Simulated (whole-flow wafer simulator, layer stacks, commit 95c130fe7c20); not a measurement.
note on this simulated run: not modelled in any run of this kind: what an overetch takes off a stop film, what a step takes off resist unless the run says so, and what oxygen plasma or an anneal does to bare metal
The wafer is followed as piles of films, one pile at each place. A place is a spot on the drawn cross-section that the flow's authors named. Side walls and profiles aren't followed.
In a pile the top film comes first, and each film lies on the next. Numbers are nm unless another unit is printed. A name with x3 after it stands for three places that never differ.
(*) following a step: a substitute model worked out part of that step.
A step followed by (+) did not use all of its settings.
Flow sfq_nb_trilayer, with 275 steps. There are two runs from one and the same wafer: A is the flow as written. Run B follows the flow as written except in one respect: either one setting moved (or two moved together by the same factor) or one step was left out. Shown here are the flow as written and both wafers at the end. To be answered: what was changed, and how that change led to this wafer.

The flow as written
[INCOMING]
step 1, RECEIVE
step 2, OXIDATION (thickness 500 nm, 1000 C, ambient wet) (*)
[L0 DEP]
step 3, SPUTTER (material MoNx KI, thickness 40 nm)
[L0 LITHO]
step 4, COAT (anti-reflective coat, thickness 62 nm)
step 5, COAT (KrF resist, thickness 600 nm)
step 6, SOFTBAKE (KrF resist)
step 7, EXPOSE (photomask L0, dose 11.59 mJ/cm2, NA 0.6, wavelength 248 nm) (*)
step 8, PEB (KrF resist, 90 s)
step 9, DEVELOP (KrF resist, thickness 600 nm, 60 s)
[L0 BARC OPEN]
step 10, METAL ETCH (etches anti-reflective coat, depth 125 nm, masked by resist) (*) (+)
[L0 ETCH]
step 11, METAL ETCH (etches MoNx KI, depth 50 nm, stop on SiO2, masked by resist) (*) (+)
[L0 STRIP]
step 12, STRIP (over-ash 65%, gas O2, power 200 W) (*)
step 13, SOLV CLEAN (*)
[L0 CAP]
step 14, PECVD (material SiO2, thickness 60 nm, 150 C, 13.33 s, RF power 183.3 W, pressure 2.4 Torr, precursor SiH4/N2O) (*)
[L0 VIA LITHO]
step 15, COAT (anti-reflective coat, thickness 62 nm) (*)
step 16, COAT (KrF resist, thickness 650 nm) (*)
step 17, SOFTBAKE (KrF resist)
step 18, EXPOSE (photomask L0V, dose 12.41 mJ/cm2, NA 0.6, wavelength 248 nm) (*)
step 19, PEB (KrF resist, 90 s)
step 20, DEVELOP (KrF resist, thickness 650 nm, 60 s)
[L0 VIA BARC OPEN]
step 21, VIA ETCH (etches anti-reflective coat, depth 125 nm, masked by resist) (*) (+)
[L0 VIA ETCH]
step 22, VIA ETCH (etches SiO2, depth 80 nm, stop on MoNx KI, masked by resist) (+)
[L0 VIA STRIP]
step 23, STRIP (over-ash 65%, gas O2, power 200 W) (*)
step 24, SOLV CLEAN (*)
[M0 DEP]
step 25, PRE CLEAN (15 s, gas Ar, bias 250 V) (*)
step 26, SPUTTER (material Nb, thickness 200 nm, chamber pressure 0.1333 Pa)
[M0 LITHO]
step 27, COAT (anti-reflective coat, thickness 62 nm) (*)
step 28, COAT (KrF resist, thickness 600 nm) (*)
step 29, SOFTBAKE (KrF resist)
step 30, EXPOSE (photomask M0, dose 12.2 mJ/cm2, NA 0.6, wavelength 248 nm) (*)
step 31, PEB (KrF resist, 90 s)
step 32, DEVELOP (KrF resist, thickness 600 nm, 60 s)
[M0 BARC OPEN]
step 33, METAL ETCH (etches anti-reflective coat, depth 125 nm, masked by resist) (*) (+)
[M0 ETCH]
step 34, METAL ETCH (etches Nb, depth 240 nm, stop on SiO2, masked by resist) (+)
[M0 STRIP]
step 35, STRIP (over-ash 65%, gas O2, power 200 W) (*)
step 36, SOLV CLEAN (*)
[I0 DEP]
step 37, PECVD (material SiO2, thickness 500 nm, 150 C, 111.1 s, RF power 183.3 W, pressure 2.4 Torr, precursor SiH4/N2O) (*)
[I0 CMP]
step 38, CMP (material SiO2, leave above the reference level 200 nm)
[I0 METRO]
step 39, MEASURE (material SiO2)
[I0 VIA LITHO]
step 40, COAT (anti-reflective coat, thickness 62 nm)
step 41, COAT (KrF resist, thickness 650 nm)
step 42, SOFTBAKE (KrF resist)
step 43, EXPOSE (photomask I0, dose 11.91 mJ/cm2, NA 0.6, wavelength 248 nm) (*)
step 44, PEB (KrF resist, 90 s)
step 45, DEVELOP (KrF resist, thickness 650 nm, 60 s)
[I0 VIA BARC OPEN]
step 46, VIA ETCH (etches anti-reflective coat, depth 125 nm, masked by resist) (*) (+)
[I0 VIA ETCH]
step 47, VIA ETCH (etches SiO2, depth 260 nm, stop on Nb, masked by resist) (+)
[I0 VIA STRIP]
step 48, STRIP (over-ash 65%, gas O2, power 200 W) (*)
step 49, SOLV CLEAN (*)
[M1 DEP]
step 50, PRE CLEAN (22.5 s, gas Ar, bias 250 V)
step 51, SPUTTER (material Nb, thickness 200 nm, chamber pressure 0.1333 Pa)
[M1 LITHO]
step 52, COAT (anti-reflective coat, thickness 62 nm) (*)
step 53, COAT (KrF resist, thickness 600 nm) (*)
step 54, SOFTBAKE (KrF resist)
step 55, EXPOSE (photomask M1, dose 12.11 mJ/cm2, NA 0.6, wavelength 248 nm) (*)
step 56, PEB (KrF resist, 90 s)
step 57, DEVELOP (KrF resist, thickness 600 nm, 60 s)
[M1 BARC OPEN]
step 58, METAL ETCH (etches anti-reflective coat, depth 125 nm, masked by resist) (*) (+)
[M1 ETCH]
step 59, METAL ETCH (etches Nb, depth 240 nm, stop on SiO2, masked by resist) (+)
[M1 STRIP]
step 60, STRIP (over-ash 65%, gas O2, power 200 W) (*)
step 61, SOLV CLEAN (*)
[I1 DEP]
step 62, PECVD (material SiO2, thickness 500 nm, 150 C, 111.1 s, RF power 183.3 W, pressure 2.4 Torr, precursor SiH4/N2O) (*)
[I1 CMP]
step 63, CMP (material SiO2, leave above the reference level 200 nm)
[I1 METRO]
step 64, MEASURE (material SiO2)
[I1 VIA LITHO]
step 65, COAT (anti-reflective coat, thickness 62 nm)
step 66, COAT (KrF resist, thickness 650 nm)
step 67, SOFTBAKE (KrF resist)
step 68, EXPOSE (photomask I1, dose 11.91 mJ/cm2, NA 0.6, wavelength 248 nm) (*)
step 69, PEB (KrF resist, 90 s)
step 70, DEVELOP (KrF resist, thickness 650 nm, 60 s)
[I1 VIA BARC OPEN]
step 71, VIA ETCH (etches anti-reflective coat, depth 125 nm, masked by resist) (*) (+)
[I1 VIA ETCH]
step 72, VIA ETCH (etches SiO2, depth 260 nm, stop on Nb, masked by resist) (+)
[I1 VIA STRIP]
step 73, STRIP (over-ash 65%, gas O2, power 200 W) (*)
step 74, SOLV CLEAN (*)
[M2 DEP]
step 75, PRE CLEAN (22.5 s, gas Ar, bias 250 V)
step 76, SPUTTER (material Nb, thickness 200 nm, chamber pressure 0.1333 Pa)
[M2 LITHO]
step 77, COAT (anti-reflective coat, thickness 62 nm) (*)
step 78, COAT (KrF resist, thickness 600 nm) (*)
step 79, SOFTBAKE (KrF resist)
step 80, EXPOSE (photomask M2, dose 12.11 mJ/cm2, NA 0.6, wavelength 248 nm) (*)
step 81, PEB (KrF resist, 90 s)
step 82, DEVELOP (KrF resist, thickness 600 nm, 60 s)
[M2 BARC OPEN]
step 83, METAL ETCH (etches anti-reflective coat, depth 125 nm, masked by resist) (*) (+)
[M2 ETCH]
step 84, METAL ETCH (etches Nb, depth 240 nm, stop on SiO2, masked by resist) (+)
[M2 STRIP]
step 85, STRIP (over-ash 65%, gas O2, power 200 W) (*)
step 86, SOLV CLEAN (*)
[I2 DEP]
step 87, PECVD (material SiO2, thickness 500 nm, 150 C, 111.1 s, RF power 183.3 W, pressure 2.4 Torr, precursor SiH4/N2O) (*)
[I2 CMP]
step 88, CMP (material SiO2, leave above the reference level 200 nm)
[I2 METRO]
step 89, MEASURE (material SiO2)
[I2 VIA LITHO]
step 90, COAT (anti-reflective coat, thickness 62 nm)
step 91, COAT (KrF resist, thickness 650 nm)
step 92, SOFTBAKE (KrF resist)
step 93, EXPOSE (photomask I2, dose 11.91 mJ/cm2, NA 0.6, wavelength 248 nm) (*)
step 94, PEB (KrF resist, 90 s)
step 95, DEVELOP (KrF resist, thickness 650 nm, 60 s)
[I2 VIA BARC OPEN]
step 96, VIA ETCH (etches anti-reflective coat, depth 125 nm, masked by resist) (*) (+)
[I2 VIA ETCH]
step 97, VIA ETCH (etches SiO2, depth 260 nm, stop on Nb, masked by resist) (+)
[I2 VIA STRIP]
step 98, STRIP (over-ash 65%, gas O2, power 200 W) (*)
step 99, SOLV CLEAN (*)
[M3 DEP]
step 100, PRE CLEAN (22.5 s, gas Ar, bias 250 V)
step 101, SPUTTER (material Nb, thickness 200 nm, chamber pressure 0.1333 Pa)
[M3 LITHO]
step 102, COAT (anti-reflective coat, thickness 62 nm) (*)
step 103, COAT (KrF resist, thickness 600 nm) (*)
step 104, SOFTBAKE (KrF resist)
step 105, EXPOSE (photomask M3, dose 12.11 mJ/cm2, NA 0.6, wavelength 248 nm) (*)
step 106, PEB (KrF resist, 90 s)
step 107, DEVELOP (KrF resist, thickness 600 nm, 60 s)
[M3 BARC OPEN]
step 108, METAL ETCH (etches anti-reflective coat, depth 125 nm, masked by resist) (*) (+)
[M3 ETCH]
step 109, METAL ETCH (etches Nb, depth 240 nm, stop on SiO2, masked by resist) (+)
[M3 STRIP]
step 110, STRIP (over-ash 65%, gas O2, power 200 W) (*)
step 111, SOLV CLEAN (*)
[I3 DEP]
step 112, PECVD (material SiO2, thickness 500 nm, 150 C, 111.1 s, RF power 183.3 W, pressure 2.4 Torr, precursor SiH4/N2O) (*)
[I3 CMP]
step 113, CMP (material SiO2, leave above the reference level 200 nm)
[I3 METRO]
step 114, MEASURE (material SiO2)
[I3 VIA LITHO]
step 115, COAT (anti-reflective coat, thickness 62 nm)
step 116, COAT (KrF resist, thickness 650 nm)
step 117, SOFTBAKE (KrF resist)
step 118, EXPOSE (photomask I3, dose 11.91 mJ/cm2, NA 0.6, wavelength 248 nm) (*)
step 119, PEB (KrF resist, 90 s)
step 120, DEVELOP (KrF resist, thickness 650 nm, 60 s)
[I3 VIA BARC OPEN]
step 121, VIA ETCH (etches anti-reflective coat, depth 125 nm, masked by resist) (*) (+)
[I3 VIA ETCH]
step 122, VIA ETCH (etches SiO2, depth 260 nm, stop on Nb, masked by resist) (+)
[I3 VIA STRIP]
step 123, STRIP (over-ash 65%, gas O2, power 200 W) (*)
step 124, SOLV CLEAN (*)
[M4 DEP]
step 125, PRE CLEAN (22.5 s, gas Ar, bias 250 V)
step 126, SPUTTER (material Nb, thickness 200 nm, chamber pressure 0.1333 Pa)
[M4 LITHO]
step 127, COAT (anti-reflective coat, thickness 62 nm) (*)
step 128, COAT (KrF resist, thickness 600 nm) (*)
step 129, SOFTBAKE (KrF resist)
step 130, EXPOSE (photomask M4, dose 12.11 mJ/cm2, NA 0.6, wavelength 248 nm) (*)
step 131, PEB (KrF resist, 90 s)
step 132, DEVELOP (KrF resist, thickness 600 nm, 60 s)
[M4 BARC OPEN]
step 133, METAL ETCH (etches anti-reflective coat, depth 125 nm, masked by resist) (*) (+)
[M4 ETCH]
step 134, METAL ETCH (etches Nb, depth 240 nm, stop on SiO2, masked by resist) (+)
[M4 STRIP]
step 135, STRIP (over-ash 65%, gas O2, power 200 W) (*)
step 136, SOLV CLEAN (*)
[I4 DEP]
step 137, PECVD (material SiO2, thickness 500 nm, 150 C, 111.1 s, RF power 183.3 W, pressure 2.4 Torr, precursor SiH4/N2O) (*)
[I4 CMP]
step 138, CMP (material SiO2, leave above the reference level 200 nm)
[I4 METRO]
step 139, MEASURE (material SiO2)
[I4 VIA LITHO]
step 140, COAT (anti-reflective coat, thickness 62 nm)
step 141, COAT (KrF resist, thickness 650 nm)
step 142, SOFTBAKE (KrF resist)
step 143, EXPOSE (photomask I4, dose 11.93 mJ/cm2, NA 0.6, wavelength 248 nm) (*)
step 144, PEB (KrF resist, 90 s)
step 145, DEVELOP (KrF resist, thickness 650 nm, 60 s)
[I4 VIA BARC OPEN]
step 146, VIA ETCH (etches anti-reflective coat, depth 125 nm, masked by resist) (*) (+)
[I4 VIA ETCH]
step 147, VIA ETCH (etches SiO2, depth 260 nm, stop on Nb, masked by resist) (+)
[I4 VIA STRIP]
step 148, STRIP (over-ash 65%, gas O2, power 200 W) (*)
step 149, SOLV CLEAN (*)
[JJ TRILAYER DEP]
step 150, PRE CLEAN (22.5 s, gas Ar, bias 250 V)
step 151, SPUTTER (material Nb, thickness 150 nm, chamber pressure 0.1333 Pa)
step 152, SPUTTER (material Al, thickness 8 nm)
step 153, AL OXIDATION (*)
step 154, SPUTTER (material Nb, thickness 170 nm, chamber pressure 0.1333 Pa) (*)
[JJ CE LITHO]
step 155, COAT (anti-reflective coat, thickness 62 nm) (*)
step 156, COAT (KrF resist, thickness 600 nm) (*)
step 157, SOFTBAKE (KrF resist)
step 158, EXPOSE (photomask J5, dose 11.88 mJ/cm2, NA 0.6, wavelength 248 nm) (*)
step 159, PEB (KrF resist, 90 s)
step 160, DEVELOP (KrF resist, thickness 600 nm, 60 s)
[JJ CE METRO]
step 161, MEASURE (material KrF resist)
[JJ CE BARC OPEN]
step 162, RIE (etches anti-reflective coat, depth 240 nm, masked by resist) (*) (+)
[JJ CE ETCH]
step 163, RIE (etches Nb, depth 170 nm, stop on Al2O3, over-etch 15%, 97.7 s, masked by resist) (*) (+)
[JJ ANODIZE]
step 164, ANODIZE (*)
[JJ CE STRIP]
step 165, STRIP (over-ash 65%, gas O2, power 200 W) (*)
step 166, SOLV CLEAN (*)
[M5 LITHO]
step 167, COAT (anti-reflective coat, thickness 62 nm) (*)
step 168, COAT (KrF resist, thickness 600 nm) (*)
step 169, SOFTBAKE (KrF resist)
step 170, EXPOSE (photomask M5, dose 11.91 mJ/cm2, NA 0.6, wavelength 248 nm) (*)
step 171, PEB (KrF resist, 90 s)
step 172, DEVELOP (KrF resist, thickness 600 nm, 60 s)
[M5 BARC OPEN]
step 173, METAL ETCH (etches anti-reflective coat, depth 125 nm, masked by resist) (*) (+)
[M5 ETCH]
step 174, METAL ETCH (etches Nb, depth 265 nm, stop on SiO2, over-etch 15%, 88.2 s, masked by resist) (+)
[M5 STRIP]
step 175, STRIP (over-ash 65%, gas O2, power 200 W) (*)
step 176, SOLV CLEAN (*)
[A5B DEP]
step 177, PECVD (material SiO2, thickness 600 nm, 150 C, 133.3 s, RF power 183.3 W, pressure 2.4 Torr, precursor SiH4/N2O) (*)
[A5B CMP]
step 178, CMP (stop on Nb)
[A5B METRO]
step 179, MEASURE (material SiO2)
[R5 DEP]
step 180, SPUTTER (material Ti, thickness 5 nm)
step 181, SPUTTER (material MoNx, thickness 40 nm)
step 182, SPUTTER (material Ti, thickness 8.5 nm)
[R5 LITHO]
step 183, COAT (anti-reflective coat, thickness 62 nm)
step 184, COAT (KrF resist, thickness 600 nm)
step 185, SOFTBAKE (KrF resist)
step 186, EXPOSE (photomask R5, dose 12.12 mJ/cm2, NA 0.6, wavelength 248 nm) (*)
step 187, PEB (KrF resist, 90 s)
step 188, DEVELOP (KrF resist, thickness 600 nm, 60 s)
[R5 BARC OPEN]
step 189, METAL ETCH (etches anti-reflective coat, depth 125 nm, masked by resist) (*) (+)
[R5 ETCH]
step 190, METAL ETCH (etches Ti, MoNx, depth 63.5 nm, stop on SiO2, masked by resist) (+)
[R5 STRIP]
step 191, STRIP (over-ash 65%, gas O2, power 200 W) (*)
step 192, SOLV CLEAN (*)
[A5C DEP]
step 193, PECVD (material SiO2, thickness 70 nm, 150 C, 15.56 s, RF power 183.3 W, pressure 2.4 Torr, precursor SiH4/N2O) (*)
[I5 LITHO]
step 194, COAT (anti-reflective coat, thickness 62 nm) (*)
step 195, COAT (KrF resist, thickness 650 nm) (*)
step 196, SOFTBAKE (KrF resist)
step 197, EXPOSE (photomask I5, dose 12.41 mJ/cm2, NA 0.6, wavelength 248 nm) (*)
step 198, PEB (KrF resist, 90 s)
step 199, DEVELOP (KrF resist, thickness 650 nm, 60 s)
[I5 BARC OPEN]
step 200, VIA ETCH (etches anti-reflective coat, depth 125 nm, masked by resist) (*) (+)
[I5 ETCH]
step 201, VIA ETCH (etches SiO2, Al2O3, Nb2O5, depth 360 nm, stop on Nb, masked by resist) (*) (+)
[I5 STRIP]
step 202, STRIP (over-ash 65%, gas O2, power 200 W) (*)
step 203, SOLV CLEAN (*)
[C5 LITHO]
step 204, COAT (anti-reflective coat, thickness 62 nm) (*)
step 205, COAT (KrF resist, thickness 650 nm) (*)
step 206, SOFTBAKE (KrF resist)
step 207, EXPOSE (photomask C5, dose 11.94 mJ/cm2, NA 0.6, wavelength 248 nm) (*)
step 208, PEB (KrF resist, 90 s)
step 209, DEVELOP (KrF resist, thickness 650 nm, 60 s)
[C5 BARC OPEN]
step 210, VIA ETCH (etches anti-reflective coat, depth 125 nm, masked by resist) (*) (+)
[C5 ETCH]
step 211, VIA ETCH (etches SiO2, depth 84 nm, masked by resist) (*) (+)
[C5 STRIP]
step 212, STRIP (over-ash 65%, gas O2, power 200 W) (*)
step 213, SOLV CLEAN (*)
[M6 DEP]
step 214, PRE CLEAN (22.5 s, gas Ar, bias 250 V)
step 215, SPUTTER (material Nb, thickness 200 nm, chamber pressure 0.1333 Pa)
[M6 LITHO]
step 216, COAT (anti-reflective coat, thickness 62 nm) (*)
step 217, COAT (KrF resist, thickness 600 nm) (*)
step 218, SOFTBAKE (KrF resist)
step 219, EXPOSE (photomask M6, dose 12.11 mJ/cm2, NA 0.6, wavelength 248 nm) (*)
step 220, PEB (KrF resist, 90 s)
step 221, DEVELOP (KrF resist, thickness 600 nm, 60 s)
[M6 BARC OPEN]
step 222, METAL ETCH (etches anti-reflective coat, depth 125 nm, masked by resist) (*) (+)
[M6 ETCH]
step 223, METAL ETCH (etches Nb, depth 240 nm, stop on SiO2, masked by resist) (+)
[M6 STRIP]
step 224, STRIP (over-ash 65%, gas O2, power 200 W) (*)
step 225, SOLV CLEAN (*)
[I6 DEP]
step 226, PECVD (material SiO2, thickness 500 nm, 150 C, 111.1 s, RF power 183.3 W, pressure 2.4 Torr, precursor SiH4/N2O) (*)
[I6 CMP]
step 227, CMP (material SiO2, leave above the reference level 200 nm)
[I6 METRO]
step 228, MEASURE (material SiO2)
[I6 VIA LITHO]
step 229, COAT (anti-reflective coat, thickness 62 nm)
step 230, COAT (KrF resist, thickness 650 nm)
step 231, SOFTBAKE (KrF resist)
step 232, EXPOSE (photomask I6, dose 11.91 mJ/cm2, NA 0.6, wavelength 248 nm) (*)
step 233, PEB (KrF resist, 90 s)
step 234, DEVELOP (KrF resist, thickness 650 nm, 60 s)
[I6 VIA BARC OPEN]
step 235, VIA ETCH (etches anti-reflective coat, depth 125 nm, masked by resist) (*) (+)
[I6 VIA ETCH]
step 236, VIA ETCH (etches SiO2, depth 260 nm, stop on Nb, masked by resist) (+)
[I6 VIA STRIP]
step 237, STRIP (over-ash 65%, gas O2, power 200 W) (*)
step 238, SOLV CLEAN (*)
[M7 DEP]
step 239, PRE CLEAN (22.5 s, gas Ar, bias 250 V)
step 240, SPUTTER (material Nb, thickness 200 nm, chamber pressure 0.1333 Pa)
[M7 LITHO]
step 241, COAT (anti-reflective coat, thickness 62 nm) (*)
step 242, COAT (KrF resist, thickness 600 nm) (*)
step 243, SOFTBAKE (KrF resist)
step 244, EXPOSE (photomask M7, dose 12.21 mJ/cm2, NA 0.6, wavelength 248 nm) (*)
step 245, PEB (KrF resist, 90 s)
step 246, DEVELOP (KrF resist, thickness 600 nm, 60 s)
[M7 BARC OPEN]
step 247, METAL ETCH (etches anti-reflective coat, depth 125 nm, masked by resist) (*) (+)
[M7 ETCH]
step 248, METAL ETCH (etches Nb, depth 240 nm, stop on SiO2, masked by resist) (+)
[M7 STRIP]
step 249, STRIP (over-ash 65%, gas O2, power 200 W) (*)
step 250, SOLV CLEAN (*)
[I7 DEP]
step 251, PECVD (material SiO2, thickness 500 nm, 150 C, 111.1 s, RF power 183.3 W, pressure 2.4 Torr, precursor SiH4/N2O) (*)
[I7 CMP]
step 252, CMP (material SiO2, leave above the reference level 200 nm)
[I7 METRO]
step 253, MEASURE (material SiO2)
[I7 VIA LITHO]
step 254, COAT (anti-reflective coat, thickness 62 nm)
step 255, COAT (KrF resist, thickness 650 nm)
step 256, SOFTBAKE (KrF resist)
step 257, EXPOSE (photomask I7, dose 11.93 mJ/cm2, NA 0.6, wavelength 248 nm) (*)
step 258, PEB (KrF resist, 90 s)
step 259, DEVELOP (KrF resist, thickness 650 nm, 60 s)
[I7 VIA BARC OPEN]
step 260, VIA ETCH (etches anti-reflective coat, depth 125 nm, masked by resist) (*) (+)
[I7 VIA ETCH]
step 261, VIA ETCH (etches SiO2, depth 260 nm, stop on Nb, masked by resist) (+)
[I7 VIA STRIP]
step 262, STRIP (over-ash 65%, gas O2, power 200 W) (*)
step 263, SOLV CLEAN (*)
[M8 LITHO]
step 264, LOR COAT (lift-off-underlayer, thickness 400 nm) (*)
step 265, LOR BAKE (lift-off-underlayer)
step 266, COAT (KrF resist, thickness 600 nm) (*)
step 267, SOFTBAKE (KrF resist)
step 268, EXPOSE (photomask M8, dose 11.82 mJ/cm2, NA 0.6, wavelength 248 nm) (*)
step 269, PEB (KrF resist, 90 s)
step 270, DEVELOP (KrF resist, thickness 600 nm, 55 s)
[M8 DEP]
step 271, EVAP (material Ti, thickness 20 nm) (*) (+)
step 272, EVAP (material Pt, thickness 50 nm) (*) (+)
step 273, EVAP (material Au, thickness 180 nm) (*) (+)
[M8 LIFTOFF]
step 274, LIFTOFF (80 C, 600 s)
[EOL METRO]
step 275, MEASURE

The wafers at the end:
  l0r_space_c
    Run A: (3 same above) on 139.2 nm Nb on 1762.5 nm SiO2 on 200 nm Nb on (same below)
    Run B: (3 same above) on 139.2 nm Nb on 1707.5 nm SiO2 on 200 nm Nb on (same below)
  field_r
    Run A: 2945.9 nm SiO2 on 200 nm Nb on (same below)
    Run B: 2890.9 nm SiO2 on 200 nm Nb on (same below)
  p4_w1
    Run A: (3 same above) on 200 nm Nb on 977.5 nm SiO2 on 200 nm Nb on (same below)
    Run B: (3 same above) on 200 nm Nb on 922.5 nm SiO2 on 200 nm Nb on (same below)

Cause: step 38, CMP: leave above the reference level 145 nm was run, whereas the flow has leave above the reference level 200 nm.

How this came from the change, step by step:
  step 38, CMP (material SiO2, leave above the reference level 200 nm)
      v_sur, via_wl, via_w and 94 more: A SiO2 loses 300 | B SiO2 loses 355
      field_l, l0_sur, l0r_line_l, l0r_line_c, l0r_line_r: A SiO2 loses 340 | B SiO2 loses 395
      (as well as at 4 more places)
  step 47, VIA ETCH (etches SiO2, depth 260 nm, stop on Nb, masked by resist) (+)
      field_l, v_sur, via_wl and 102 more: A KrF resist loses 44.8 | B KrF resist loses 37.5
      via_w: A SiO2 loses 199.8 (all of it) | B SiO2 loses 144.8 (all of it)
  step 51, SPUTTER (material Nb, thickness 200 nm, chamber pressure 0.1333 Pa)
      via_w: A Nb gains 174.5 | B Nb gains 185.7
  step 52, COAT (anti-reflective coat, thickness 62 nm) (*)
      via_wl: A anti-reflective coat gains 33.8 (new film) | B anti-reflective coat gains 35.4 (new film)
      via_w: A anti-reflective coat gains 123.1 (new film) | B anti-reflective coat gains 110.3 (new film)
  step 53, COAT (KrF resist, thickness 600 nm) (*)
      via_w: A KrF resist gains 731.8 (new film) | B KrF resist gains 687 (new film)
  step 60, STRIP (over-ash 65%, gas O2, power 200 W) (*)
      via_wl: A KrF resist loses 385.5 (all of it), anti-reflective coat loses 33.8 (all of it) | B KrF resist loses 390.5 (all of it), anti-reflective coat loses 35.4 (all of it)
      via_w: A KrF resist loses 513.8 (all of it), anti-reflective coat loses 123.1 (all of it) | B KrF resist loses 469.2 (all of it), anti-reflective coat loses 110.3 (all of it)
  step 62, PECVD (material SiO2, thickness 500 nm, 150 C, 111.1 s, RF power 183.3 W, pressure 2.4 Torr, precursor SiH4/N2O) (*)
      via_w: A SiO2 gains 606 (new film) | B SiO2 gains 515.3 (new film)
  step 63, CMP (material SiO2, leave above the reference level 200 nm)
      via_w: A SiO2 loses 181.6 | B SiO2 loses 157.1
